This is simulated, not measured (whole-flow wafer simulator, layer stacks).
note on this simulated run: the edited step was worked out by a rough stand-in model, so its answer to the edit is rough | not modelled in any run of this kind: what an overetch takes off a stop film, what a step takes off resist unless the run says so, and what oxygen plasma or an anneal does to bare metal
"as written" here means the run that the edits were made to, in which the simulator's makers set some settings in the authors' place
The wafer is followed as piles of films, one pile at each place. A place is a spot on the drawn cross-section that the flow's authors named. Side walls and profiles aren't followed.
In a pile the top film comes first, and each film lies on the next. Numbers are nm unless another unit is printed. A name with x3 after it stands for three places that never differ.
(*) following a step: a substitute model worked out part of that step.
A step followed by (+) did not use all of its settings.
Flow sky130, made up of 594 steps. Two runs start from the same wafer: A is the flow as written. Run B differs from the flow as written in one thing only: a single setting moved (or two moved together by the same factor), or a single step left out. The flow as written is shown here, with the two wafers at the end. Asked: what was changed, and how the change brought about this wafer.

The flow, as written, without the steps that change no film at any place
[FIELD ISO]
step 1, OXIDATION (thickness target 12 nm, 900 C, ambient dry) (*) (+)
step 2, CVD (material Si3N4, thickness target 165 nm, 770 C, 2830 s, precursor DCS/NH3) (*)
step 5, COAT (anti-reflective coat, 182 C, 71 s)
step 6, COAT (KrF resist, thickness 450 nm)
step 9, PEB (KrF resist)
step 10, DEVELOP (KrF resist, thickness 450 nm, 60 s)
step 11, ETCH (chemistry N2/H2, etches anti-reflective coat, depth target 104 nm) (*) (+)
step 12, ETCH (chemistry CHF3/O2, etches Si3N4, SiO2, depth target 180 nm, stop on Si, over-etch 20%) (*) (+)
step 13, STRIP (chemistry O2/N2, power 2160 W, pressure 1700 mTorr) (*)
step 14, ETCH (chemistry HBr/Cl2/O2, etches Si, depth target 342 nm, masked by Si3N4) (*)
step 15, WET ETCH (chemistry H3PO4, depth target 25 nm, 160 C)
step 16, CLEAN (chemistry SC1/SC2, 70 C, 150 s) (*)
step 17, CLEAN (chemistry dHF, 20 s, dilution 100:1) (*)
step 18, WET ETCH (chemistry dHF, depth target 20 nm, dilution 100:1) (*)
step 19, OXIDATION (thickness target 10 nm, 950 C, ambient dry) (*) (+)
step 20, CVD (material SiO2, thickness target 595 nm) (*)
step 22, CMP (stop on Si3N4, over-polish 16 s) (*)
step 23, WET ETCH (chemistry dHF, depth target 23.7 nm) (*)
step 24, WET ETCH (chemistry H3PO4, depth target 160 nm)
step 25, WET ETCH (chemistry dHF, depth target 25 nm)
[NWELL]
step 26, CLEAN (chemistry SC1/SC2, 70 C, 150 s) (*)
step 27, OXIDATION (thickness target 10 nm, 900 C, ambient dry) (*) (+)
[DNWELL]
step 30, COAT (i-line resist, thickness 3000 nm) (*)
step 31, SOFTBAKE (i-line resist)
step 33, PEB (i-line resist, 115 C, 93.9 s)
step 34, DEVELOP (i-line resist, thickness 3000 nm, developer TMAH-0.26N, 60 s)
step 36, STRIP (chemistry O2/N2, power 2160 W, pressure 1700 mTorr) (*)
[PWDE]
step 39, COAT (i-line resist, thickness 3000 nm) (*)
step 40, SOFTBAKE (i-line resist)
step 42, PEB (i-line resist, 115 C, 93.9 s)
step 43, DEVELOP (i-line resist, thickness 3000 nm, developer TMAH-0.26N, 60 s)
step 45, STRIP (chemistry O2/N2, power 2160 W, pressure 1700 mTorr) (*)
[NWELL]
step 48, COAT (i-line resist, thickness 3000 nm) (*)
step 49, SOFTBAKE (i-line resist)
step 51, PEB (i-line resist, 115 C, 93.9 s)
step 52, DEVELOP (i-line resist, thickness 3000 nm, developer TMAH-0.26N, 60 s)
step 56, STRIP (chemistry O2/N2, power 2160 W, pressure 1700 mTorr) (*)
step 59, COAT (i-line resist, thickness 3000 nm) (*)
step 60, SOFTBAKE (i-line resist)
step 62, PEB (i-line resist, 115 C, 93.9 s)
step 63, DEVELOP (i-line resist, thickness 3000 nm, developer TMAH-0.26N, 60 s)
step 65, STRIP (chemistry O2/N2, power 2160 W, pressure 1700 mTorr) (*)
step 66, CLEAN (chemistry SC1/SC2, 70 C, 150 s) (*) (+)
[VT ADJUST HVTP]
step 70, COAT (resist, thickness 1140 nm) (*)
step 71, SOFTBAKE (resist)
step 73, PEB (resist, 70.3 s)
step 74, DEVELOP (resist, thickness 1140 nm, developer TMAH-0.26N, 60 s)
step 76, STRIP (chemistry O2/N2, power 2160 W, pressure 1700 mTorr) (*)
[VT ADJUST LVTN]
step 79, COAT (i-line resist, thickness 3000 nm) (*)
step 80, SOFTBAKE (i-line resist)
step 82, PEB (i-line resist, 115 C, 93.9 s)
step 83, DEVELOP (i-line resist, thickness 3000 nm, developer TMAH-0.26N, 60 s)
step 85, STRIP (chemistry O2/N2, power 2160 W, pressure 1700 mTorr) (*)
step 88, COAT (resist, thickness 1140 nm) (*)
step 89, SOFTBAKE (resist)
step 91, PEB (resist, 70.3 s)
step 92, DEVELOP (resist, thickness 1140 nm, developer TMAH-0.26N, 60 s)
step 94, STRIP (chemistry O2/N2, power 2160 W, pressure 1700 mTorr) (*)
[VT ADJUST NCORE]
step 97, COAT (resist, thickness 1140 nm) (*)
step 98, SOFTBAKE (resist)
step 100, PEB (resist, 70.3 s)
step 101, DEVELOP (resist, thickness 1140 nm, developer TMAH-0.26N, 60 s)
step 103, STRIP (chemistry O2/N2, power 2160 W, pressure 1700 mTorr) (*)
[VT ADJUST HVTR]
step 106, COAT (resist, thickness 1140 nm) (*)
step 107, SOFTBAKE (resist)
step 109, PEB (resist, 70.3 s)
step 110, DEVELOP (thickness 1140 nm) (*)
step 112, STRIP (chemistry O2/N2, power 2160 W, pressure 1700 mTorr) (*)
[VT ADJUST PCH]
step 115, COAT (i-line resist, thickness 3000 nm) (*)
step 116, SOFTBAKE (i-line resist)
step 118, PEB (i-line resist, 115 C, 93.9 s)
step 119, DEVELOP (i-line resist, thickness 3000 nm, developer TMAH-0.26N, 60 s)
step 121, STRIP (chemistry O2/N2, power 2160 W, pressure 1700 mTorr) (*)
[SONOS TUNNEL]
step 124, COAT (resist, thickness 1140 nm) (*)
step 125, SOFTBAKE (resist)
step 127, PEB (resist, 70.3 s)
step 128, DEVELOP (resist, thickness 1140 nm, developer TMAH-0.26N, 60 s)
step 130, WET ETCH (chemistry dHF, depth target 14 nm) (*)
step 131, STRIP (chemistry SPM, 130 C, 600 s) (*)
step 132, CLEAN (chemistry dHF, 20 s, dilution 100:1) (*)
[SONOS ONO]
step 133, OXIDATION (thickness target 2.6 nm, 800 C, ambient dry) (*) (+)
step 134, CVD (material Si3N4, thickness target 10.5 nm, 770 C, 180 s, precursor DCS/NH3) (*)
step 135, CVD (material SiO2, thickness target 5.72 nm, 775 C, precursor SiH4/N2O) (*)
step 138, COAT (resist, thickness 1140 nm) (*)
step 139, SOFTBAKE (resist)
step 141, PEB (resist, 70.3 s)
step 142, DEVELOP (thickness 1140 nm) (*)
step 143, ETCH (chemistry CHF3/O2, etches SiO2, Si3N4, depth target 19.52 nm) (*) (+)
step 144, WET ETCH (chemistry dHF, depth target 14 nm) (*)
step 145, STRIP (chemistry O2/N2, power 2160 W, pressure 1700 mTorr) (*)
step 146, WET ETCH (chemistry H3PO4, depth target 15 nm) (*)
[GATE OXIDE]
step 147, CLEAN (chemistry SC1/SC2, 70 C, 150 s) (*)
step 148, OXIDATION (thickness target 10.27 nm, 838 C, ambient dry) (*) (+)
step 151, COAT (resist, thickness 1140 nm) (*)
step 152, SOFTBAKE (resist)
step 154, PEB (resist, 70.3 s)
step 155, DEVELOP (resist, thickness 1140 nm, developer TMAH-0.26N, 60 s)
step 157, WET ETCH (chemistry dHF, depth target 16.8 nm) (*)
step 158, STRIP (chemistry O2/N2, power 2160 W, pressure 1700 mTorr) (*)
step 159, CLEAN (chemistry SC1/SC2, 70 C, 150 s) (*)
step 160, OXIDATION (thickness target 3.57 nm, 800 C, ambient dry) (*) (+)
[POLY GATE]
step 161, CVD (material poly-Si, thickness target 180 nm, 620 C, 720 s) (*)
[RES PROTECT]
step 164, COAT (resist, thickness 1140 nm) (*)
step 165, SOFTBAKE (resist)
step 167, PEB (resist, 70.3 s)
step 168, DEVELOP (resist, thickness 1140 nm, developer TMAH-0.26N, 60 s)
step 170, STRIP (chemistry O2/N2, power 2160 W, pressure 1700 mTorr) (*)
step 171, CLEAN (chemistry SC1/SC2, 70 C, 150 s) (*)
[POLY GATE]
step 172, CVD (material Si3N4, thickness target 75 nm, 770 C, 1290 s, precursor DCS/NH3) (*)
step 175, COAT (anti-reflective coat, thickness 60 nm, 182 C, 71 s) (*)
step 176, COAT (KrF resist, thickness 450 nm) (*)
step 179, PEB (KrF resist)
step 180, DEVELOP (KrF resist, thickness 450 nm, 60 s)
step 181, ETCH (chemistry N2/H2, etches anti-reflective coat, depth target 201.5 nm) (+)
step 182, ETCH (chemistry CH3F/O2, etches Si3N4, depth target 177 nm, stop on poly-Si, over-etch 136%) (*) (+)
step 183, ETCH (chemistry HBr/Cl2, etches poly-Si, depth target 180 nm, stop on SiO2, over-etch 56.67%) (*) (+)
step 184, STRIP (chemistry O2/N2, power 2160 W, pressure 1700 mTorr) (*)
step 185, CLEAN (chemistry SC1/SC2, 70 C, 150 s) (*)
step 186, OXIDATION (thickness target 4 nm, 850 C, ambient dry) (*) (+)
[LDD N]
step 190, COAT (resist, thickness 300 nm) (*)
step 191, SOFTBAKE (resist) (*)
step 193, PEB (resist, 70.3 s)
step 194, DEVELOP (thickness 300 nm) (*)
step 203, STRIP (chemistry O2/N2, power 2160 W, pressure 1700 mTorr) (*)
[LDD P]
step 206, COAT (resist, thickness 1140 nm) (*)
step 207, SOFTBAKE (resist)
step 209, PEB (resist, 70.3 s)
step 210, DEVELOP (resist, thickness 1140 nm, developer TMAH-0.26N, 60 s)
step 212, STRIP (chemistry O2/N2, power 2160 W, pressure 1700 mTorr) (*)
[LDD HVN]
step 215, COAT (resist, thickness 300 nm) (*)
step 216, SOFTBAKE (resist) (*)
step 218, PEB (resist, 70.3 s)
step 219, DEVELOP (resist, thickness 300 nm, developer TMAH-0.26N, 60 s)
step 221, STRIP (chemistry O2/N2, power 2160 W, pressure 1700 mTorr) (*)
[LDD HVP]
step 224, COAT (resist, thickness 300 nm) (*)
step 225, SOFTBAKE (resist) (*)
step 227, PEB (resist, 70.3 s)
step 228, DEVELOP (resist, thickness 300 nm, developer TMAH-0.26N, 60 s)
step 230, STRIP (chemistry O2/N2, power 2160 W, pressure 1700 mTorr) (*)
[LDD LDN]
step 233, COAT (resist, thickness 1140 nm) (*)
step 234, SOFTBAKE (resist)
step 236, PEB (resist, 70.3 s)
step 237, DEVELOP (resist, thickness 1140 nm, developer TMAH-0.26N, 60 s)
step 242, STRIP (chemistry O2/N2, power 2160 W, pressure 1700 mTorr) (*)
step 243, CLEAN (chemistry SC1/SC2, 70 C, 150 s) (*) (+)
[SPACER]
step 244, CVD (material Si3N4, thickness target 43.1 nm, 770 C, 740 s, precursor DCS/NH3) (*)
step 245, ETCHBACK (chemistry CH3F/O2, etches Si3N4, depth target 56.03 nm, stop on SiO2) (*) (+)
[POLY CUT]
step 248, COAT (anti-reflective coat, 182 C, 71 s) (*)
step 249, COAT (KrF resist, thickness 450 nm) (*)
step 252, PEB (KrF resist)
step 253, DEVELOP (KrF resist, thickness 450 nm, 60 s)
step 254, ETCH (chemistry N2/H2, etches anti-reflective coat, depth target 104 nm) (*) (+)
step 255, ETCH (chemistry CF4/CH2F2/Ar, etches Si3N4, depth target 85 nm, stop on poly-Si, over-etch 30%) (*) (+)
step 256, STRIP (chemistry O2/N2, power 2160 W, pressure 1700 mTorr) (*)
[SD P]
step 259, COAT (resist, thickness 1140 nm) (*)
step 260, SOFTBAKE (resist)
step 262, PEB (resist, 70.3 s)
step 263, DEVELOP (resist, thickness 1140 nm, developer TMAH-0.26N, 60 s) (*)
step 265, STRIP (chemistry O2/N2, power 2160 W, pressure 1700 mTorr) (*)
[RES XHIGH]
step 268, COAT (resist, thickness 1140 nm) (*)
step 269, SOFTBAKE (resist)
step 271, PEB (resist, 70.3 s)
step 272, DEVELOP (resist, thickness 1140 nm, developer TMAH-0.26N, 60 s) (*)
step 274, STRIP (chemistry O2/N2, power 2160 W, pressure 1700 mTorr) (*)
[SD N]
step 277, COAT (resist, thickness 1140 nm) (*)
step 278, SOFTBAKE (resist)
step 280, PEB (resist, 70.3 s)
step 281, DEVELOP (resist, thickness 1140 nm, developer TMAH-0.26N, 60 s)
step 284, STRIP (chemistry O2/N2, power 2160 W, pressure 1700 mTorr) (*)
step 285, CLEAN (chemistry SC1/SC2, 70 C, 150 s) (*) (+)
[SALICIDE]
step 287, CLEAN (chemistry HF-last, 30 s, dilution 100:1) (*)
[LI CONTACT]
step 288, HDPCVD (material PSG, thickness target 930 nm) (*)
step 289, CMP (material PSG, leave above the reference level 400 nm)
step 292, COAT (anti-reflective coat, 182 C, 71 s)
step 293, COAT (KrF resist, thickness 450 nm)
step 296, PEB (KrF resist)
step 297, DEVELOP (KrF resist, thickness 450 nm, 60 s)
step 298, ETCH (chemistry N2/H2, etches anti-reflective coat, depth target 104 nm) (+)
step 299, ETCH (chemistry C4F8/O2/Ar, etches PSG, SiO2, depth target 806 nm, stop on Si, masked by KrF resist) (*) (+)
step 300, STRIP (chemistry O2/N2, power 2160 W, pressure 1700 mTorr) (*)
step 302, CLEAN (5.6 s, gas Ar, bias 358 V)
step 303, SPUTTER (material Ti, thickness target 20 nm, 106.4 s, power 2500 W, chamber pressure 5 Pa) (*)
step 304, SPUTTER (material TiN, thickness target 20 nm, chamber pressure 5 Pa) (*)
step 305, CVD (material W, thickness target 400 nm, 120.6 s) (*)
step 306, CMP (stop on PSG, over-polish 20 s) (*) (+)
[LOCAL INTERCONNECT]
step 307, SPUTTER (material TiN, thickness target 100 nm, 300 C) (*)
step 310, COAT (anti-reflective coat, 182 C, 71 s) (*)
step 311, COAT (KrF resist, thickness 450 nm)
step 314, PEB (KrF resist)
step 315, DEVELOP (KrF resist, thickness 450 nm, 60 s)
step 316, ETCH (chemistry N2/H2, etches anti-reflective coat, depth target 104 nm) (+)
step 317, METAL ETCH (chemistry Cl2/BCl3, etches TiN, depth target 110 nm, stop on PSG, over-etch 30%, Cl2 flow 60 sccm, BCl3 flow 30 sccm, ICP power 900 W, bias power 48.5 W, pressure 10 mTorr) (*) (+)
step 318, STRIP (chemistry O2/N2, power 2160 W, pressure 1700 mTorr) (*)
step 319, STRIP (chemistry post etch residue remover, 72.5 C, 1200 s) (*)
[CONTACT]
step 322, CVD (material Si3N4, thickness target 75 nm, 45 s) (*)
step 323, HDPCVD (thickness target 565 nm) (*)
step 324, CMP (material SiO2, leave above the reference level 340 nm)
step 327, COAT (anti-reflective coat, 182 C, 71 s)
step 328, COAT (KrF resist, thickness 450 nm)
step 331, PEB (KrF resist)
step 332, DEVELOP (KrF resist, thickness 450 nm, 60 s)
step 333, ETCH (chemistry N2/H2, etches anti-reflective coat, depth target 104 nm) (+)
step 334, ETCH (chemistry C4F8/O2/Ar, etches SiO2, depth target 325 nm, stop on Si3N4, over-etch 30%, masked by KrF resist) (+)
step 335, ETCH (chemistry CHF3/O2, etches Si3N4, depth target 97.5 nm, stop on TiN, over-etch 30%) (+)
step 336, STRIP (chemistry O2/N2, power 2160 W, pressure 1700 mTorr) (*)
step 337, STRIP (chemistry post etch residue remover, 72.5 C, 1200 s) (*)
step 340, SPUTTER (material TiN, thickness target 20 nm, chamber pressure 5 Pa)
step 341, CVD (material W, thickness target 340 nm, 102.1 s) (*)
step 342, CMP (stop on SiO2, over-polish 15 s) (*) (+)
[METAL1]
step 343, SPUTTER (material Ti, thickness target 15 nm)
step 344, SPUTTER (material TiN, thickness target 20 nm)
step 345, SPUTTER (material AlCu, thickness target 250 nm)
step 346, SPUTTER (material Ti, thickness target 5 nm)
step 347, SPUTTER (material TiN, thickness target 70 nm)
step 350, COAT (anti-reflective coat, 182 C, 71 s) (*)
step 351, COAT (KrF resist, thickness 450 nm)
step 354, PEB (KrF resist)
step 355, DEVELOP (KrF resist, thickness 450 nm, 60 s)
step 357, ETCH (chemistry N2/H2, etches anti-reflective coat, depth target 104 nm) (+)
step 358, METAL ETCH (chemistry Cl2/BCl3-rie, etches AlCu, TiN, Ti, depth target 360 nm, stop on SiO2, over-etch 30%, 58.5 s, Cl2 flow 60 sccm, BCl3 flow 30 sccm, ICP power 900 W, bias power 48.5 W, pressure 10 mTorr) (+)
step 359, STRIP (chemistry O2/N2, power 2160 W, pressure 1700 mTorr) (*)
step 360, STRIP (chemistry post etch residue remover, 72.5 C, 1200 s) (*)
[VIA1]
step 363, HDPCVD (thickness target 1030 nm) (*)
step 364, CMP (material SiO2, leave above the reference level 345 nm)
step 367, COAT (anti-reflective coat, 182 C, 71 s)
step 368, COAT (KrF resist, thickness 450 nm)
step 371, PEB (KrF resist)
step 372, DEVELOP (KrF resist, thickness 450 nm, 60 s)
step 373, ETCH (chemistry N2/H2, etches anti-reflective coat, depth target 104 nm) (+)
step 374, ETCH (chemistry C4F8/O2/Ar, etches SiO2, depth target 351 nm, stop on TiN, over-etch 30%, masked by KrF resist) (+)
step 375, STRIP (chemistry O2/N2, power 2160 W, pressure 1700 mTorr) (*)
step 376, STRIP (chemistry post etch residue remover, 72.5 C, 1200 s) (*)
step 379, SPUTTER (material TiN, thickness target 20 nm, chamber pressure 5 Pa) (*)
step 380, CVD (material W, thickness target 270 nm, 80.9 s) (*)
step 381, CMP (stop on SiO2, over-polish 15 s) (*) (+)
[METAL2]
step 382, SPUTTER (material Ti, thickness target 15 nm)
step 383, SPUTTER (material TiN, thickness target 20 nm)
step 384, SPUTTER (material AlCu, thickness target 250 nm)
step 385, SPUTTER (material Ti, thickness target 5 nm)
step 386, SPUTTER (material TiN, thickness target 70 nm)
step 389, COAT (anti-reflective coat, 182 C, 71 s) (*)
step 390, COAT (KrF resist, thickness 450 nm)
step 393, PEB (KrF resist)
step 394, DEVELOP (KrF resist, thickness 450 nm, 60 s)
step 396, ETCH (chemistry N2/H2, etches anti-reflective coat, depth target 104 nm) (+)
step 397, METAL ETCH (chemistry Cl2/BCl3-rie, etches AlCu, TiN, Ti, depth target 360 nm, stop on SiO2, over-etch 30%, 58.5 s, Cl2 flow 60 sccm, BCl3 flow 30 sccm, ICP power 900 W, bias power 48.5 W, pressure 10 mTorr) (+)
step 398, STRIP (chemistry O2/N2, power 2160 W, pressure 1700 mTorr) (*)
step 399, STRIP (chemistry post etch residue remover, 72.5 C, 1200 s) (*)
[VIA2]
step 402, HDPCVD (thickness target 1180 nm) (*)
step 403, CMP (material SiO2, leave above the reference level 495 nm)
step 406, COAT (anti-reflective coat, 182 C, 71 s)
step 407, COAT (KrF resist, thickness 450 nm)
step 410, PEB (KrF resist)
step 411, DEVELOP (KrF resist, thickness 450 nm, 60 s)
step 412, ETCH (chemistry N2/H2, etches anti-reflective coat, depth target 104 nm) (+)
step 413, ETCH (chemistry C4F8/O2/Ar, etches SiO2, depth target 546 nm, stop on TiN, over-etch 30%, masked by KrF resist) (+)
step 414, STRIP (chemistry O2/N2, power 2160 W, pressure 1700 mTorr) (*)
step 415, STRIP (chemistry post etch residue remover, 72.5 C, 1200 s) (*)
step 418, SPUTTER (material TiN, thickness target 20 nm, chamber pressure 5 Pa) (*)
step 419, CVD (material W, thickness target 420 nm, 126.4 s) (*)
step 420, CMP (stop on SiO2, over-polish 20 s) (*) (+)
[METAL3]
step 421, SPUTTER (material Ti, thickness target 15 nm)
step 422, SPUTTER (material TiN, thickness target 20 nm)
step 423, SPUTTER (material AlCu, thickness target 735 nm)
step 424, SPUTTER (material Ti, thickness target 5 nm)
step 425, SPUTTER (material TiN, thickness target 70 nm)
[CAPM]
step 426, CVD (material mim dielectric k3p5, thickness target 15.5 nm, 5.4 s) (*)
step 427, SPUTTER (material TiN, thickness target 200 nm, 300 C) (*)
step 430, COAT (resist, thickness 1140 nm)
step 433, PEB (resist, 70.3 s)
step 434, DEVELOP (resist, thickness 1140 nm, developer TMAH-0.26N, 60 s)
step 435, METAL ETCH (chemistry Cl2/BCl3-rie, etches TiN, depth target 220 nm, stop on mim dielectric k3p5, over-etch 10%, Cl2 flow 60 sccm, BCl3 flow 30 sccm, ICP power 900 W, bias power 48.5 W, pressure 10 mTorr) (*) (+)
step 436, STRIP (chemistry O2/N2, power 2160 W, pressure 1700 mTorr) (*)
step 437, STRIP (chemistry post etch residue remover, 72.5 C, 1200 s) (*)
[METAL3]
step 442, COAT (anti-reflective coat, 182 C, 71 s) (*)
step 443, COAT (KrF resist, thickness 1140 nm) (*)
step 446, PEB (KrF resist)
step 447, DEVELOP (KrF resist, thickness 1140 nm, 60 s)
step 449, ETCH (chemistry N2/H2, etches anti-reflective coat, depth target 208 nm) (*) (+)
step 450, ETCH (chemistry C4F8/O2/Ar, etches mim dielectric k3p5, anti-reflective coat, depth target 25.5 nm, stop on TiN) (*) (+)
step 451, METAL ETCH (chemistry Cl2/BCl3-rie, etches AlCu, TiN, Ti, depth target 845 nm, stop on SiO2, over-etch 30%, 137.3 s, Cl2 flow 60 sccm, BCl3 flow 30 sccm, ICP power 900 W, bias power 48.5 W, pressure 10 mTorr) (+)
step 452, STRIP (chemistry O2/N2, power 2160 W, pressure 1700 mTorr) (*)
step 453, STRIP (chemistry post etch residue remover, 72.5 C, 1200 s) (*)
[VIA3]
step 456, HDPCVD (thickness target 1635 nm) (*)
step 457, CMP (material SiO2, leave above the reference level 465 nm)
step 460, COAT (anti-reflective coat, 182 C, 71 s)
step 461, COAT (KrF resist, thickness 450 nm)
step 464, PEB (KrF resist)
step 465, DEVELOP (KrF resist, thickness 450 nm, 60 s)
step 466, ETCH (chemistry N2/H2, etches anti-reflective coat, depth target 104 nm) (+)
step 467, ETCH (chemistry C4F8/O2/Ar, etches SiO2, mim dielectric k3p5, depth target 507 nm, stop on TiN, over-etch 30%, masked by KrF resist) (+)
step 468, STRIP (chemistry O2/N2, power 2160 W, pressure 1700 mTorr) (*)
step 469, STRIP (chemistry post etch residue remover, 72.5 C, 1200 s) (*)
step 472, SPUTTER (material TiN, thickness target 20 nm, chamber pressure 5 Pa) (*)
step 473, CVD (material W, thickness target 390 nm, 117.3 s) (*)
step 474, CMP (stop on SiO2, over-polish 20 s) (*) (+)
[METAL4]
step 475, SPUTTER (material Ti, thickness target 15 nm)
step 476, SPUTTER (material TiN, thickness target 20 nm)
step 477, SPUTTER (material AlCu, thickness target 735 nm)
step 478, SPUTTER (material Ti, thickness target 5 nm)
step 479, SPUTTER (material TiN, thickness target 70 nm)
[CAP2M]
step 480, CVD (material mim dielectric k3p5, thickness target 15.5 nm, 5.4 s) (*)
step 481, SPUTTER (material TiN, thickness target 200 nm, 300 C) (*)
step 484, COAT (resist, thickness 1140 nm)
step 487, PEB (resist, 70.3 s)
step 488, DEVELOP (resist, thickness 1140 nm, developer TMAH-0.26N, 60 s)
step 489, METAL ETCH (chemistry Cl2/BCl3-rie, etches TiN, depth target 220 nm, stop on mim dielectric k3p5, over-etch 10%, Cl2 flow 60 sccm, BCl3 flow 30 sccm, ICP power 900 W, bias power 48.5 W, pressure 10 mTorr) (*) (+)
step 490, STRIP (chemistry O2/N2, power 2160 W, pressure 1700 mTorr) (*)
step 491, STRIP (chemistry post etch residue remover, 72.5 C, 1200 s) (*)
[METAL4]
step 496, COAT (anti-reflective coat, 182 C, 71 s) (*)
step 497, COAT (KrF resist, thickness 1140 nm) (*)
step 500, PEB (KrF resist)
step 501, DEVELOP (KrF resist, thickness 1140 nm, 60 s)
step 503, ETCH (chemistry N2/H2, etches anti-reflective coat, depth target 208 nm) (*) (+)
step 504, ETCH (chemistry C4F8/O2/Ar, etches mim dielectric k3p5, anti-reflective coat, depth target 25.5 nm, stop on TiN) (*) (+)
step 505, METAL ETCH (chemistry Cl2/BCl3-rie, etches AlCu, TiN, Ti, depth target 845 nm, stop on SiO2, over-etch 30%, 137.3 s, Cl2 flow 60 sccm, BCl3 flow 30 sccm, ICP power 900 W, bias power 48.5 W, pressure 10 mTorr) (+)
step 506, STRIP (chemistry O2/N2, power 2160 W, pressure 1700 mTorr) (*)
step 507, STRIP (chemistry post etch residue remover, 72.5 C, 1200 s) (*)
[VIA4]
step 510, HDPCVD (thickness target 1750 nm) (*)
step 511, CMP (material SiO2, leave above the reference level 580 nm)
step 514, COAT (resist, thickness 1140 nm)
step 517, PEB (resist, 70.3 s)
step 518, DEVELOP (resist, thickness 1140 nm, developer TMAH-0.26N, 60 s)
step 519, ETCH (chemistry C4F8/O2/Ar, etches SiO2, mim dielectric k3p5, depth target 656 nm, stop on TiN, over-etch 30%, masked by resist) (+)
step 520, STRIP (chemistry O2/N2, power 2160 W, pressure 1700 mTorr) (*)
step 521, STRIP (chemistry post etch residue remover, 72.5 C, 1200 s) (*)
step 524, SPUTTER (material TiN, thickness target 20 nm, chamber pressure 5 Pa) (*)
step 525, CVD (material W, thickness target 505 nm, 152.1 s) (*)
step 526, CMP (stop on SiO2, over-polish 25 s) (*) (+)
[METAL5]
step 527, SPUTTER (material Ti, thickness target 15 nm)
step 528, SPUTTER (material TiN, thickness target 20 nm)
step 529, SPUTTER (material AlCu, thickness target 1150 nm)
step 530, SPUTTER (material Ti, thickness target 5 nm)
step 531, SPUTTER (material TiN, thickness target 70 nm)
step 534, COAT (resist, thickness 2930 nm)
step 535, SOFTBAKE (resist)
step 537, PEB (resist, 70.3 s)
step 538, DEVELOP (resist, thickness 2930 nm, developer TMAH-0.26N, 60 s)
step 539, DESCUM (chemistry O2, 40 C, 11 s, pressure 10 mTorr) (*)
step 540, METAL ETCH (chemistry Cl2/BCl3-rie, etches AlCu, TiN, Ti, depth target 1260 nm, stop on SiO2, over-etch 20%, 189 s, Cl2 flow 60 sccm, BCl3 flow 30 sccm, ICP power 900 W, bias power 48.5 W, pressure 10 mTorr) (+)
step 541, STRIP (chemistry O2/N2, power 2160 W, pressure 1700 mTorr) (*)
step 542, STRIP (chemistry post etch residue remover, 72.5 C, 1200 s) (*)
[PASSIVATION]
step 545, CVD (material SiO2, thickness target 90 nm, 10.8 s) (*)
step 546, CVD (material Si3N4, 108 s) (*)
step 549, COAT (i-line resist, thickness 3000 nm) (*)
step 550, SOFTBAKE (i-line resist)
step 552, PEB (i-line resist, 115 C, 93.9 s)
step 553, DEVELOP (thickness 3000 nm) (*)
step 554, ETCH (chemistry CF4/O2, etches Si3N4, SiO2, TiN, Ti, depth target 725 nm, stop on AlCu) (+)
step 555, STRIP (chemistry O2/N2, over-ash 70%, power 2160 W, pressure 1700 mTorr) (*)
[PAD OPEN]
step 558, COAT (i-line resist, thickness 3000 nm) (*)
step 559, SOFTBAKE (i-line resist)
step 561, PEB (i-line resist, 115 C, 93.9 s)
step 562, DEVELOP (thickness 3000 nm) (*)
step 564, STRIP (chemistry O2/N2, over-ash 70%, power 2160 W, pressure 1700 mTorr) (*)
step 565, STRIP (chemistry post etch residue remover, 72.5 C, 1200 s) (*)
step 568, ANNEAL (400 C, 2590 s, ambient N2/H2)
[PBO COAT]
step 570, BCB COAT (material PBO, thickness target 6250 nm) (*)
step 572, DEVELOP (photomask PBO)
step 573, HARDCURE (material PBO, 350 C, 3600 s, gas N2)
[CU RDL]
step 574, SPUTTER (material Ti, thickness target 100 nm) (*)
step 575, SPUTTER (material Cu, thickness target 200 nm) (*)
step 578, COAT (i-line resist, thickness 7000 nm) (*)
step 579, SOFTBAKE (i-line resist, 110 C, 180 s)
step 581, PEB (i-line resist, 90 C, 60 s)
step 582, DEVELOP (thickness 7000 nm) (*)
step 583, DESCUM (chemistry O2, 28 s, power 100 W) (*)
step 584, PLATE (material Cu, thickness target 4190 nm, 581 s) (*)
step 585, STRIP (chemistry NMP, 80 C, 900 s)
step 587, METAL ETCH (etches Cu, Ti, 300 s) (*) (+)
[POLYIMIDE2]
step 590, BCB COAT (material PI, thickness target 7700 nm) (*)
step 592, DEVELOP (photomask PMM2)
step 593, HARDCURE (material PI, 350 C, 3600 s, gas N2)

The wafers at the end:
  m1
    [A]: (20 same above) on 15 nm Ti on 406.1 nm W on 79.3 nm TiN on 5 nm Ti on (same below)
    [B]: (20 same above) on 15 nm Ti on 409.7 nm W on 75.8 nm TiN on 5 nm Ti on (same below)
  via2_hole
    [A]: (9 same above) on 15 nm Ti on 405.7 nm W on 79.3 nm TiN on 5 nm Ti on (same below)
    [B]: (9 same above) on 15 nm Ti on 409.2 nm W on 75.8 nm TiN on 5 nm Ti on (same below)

The reason: step 418, SPUTTER: thickness target 13 nm was run, though the flow has thickness target 20 nm.

How this came from the change, step by step:
  step 418, SPUTTER (material TiN, thickness target 20 nm, chamber pressure 5 Pa) (*)
      field, active, n_well and 186 more: A +20 TiN (new film) | B +13 TiN (new film)
      m1: A +10.2 TiN | B +6.63 TiN
      (as well as at 1 more place)
  step 420, CMP (stop on SiO2, over-polish 20 s) (*) (+)
      field, active, n_well and 186 more: A -420 W (all of it), -20 TiN (all of it), -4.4 SiO2 | B -420 W (all of it), -13 TiN (all of it), -4.4 SiO2
